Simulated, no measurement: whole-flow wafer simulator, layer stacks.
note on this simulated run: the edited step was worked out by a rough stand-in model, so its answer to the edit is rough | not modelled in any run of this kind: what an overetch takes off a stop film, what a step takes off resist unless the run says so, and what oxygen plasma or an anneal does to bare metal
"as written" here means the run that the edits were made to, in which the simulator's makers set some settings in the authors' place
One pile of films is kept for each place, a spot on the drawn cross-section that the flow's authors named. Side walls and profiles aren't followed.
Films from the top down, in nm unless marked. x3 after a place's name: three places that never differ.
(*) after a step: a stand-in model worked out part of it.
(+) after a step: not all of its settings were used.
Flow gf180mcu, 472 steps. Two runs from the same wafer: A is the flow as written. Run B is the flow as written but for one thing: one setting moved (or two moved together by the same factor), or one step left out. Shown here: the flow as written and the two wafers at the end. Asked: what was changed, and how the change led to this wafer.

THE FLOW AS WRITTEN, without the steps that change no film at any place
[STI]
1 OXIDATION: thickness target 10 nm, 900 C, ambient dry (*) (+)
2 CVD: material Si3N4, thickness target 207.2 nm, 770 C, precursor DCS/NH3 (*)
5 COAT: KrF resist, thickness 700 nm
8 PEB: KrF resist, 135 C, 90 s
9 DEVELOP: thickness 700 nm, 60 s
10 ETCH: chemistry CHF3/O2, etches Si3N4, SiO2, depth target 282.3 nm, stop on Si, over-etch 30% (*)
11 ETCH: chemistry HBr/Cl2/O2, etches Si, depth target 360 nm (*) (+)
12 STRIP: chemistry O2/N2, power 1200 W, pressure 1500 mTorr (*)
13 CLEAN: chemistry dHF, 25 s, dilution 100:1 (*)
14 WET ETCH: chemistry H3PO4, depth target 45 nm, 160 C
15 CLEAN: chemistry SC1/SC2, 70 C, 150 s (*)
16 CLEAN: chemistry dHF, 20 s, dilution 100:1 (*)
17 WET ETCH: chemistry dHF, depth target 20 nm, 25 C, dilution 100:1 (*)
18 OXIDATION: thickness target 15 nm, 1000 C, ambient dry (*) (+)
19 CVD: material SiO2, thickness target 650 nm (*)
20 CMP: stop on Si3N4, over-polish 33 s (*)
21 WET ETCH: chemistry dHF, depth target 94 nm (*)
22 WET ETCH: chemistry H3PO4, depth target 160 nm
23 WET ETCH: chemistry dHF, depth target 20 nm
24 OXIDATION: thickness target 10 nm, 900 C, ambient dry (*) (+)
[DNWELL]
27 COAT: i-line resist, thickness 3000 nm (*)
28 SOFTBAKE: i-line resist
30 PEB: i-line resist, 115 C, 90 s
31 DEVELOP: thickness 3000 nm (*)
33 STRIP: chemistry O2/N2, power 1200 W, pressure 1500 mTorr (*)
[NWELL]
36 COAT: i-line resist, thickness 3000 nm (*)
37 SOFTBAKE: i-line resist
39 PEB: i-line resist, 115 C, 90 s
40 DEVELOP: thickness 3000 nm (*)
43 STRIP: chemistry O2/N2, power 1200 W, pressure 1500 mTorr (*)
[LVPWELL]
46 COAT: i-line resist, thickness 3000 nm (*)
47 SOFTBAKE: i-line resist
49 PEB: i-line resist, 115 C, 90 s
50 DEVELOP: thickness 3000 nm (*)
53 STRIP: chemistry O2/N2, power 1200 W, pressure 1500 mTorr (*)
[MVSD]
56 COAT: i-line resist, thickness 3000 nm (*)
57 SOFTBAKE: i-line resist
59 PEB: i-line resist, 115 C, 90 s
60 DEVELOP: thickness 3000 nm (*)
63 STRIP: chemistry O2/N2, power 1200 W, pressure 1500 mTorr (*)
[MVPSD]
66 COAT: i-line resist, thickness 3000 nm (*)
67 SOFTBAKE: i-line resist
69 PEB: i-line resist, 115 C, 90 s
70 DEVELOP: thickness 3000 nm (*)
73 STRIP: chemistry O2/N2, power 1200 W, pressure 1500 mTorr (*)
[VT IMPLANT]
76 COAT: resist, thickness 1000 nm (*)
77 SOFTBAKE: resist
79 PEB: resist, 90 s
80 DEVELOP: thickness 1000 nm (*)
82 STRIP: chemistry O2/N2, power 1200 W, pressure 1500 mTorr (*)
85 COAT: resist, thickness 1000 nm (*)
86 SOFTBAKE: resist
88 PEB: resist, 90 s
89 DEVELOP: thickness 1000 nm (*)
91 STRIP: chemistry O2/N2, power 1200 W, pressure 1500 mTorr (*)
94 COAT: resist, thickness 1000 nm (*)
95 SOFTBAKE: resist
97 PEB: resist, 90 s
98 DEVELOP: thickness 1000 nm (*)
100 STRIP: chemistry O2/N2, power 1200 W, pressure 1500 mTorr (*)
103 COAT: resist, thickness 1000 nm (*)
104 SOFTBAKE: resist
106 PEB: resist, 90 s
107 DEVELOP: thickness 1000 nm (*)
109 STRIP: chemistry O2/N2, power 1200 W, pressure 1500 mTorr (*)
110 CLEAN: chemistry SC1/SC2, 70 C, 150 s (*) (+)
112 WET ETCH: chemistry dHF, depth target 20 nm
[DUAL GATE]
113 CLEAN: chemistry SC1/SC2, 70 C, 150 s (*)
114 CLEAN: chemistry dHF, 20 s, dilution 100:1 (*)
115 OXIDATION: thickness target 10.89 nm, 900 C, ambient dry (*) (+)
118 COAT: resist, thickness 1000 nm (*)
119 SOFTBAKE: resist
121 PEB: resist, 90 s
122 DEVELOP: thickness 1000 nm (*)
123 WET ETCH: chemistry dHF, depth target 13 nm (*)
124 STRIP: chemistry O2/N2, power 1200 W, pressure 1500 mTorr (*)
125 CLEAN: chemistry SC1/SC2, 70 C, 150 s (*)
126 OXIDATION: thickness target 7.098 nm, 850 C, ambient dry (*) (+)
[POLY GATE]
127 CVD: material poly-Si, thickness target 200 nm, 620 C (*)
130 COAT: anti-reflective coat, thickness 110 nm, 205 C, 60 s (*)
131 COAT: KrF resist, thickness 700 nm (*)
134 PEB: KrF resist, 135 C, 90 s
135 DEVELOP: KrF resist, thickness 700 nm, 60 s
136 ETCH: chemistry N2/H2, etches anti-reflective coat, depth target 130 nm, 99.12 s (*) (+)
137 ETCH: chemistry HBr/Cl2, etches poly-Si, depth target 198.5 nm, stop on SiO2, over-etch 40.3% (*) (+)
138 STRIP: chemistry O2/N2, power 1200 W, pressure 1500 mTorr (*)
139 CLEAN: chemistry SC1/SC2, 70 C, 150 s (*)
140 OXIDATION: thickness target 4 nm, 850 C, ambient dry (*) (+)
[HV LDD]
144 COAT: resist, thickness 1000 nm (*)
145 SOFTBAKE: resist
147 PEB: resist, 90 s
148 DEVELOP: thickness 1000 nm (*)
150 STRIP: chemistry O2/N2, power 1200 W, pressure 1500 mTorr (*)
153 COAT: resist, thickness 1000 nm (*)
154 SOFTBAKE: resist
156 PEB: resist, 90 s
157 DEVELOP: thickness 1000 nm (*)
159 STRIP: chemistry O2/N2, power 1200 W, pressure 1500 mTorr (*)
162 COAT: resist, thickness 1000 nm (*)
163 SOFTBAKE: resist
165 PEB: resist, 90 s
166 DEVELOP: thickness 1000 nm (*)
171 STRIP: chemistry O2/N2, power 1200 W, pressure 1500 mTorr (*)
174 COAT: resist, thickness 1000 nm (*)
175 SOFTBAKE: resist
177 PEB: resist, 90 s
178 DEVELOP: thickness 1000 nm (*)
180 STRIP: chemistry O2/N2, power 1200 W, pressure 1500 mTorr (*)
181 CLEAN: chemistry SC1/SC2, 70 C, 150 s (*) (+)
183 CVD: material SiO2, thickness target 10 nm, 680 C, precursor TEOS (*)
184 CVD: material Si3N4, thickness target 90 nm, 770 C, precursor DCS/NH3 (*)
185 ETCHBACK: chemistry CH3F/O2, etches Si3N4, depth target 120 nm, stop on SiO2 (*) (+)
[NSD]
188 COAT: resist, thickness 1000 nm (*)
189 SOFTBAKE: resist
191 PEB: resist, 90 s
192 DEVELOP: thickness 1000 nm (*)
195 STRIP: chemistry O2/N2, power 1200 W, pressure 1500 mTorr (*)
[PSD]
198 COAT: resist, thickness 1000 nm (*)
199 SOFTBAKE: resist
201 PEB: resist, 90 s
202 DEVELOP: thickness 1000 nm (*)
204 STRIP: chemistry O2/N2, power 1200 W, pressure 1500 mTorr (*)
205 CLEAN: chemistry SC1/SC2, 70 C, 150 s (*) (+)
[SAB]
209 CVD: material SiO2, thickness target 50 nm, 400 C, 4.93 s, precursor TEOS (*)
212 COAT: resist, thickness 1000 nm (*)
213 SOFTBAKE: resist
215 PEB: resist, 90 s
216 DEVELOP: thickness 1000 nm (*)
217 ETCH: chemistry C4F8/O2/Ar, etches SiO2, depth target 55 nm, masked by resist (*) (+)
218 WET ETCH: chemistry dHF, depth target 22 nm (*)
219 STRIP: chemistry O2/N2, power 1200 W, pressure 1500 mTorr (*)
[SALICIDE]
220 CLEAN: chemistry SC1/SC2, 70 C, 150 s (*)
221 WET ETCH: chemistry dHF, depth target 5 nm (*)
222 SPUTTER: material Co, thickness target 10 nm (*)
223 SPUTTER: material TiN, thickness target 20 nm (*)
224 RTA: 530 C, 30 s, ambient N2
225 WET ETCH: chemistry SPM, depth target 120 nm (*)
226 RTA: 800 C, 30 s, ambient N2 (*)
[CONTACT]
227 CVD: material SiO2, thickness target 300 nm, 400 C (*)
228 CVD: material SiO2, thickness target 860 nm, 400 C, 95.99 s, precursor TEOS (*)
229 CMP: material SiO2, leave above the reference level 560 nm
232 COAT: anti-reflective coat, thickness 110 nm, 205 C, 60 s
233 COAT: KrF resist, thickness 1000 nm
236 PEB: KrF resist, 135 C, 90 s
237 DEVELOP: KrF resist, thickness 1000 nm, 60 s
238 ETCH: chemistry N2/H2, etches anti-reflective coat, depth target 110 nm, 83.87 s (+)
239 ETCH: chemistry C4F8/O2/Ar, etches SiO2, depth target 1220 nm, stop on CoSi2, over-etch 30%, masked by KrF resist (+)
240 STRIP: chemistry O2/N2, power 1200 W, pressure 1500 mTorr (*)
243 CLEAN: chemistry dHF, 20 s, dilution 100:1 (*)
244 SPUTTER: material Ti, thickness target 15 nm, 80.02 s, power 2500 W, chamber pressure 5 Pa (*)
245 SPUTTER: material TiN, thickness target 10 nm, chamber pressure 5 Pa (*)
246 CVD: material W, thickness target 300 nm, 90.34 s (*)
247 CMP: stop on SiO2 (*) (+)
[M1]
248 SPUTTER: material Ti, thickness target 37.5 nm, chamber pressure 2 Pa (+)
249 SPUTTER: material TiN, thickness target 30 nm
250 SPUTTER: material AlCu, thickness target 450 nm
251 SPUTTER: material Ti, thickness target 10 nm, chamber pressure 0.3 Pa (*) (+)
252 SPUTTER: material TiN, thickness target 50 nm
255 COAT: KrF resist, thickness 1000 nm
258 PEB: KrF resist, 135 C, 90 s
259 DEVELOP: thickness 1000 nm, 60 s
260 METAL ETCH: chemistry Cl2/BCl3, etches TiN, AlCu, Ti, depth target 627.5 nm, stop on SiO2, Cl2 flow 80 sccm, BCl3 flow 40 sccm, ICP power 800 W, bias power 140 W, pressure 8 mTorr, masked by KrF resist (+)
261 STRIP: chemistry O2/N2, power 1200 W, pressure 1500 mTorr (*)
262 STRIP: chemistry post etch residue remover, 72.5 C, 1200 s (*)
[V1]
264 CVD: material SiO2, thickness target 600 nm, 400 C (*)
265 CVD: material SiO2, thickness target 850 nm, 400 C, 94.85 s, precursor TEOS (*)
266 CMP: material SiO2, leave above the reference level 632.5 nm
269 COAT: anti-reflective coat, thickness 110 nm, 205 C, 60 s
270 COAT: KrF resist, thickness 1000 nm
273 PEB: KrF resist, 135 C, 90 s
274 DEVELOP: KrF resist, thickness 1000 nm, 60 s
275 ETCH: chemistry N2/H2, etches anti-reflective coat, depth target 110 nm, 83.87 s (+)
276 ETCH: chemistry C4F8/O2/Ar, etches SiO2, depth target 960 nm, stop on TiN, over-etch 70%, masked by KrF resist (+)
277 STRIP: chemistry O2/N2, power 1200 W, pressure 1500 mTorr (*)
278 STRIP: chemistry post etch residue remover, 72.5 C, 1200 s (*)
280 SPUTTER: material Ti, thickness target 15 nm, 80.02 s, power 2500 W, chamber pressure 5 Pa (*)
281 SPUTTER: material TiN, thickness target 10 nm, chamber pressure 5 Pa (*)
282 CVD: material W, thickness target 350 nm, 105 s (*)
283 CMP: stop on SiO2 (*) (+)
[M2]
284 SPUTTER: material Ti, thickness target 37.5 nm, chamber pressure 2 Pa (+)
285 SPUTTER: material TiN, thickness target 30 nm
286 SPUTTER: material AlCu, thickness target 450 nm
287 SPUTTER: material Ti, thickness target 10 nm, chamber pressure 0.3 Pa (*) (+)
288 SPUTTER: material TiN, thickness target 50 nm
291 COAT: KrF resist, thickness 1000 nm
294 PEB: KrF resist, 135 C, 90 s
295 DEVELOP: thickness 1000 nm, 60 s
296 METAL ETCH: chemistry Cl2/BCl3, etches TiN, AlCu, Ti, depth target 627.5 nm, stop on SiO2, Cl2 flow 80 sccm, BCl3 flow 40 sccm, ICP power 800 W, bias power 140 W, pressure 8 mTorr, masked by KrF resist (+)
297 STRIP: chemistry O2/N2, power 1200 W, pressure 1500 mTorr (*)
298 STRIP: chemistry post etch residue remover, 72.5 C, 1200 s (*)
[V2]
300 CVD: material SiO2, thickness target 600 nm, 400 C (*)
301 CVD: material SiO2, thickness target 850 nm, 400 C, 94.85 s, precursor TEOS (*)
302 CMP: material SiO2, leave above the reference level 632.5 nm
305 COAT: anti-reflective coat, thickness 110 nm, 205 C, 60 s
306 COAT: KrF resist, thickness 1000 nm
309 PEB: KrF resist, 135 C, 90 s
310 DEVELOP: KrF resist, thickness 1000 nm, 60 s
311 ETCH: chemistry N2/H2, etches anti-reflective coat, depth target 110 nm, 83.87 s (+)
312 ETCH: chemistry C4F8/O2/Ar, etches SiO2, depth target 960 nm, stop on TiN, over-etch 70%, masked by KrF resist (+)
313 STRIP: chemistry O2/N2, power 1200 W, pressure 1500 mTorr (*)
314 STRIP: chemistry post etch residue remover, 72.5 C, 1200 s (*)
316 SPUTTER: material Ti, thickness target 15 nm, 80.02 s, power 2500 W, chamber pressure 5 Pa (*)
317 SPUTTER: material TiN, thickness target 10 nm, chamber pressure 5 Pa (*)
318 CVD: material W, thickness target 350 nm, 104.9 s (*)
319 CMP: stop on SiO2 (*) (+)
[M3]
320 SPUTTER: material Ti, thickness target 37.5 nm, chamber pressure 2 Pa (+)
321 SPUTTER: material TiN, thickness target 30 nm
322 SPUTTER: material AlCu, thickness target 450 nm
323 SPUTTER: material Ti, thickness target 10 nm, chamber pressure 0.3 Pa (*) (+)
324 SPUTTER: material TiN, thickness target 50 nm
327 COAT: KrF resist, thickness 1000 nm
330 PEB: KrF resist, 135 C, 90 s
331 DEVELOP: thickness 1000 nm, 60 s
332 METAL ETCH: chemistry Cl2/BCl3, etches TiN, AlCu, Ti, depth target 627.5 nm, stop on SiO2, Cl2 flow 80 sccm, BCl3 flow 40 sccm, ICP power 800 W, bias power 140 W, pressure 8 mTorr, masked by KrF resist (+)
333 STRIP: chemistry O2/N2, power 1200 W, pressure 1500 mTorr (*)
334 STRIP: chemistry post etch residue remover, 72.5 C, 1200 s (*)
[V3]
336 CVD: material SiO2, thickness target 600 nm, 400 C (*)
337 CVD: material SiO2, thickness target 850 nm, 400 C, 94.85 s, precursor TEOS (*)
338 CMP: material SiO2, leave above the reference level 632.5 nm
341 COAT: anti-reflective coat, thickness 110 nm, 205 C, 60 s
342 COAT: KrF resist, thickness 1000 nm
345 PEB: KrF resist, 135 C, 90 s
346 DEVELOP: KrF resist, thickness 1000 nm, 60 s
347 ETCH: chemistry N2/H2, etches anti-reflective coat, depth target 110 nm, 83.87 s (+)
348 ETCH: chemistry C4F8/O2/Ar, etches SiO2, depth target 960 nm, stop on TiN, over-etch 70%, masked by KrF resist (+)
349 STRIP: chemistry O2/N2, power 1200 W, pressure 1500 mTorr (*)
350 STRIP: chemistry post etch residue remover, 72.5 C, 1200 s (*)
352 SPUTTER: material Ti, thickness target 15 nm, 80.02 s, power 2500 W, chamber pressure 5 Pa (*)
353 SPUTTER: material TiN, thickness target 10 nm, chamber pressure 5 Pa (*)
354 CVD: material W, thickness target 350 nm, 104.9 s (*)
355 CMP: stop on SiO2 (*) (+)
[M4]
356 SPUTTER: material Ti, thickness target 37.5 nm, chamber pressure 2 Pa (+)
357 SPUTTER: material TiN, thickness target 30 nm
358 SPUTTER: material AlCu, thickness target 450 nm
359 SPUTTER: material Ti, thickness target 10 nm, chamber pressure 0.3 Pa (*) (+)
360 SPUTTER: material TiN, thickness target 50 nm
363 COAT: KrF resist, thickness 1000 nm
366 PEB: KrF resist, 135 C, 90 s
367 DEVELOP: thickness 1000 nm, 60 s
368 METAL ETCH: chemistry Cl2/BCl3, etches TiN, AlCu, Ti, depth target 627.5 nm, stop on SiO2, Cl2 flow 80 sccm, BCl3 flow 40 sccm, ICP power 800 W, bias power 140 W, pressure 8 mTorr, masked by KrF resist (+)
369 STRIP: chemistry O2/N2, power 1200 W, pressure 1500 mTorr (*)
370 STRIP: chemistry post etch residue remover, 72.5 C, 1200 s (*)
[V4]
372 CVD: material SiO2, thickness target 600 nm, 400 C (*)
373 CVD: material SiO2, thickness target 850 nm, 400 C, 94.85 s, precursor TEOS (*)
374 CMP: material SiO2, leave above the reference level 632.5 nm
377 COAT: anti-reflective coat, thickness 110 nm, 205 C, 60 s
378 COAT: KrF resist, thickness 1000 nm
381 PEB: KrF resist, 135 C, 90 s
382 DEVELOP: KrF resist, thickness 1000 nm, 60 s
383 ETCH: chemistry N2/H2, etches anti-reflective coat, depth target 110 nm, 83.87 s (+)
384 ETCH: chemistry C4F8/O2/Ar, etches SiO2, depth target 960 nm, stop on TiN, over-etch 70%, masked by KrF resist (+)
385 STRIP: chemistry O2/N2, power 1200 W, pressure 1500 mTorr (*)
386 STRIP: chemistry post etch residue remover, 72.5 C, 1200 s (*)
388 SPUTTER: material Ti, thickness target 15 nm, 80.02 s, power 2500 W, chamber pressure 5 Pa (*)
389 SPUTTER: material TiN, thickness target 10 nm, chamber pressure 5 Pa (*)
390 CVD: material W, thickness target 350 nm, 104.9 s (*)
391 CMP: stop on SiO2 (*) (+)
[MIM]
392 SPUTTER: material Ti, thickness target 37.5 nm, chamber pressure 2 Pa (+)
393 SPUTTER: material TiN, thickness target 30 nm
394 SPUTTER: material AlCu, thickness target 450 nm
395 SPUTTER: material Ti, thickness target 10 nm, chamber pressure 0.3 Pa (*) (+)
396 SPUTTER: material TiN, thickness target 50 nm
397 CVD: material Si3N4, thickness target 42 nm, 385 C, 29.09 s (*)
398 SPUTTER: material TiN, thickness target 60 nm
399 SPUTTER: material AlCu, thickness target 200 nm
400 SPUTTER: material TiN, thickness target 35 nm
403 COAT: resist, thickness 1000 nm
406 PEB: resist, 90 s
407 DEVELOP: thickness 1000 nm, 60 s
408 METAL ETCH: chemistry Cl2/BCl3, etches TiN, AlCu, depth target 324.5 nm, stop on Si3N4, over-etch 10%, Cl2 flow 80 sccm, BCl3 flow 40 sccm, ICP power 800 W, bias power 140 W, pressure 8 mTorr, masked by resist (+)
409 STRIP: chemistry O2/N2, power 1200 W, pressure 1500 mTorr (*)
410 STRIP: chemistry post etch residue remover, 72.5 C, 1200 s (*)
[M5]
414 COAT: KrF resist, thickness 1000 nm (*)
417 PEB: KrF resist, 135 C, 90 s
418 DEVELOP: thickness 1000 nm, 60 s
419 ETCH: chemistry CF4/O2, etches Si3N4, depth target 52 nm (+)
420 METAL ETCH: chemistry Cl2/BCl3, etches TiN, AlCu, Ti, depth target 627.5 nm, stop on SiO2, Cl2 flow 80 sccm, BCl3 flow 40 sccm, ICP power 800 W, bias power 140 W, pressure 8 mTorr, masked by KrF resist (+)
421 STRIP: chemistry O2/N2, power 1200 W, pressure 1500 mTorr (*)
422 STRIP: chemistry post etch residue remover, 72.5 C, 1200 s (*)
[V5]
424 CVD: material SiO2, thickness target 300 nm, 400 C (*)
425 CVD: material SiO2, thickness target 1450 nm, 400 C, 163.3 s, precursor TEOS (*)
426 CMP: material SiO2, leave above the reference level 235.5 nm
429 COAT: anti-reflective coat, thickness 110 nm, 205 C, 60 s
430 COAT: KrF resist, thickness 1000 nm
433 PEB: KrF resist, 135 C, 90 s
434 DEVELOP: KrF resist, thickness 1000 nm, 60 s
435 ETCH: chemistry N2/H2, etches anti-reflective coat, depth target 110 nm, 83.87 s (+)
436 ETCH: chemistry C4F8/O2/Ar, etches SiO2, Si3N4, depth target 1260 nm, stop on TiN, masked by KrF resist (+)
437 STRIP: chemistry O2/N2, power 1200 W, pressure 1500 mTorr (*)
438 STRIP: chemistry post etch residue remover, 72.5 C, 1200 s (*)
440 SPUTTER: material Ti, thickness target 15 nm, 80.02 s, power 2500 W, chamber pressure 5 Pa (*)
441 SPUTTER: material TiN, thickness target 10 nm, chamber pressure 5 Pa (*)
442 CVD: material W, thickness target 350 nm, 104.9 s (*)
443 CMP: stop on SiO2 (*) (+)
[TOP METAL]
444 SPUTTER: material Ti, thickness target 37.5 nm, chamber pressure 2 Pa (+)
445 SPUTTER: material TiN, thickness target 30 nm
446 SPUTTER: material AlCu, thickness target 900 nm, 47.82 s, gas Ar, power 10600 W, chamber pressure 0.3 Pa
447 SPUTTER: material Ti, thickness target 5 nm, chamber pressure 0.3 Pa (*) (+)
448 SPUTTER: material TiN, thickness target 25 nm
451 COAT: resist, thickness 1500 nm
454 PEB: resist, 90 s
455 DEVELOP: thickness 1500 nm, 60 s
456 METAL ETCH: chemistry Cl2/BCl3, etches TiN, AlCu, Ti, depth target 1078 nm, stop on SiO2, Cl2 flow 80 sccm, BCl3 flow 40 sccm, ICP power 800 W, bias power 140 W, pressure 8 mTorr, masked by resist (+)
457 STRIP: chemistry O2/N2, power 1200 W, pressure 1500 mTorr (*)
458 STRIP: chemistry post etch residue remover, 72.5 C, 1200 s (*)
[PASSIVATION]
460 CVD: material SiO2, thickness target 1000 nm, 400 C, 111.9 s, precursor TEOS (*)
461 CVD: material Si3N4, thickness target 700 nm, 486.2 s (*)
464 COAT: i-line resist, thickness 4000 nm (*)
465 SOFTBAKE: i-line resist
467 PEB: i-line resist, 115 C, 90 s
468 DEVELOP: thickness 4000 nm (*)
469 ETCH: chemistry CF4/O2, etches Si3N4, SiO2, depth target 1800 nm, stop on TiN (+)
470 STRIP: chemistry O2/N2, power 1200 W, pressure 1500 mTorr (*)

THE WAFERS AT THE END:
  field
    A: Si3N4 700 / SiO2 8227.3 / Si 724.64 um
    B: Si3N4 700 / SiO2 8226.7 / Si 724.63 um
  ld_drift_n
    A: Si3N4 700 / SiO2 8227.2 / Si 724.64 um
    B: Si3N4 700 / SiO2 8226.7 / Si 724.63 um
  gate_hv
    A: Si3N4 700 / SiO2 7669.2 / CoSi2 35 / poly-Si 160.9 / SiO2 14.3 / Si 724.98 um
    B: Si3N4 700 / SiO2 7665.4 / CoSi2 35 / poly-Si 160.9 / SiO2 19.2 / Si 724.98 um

The cause: step 115, OXIDATION: thickness target 16.33 nm was run, where the flow has thickness target 10.89 nm.

How the change led to this, step by step:
  115 OXIDATION: thickness target 10.89 nm, 900 C, ambient dry (*) (+)
      active, n_well, p_well and 40 more: A SiO2 +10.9 (new film), Si -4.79 | B SiO2 +16.3 (new film), Si -7.19
      sti, mim_1p0, pad and 23 more: A SiO2 +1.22, Si -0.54 | B SiO2 +2.32, Si -1.02
      (and at 23 more places)
  123 WET ETCH: chemistry dHF, depth target 13 nm (*)
      active, n_well, p_well and 12 more: A SiO2 -10.9 (all of it) | B SiO2 -13
  124 STRIP: chemistry O2/N2, power 1200 W, pressure 1500 mTorr (*)
      active, n_well, p_well and 12 more: A chemical SiO2 +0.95 (new film), Si -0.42 | B nothing
  126 OXIDATION: thickness target 7.098 nm, 850 C, ambient dry (*) (+)
      active, n_well, p_well and 12 more: A SiO2 +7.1 (new film), chemical SiO2 -0.76 (all of it), Si -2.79 | B SiO2 +4.65, Si -2.05
  189 SOFTBAKE: resist
      field__w9: A resist +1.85 | B resist -1.05
      active_nat: A resist +1.71 | B resist +2.73
  199 SOFTBAKE: resist
      field__w9: A resist +1.85 | B resist -1.05
      active_nat: A resist +1.71 | B resist +2.73
  218 WET ETCH: chemistry dHF, depth target 22 nm (*)
      active, p_well, sd_n, iso_ptap_pw, iso_ntap_nw, iso_ptap_sub, vpnp_e: A SiO2 -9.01 (all of it) | B SiO2 -9.56 (all of it)
      ldn_tap, ldn_src, ldn_drn, ldp_tap, ldp_src, ldp_drn, ldp_gr: A SiO2 -16 (all of it) | B SiO2 -20.8 (all of it)
      (and at 9 more places)
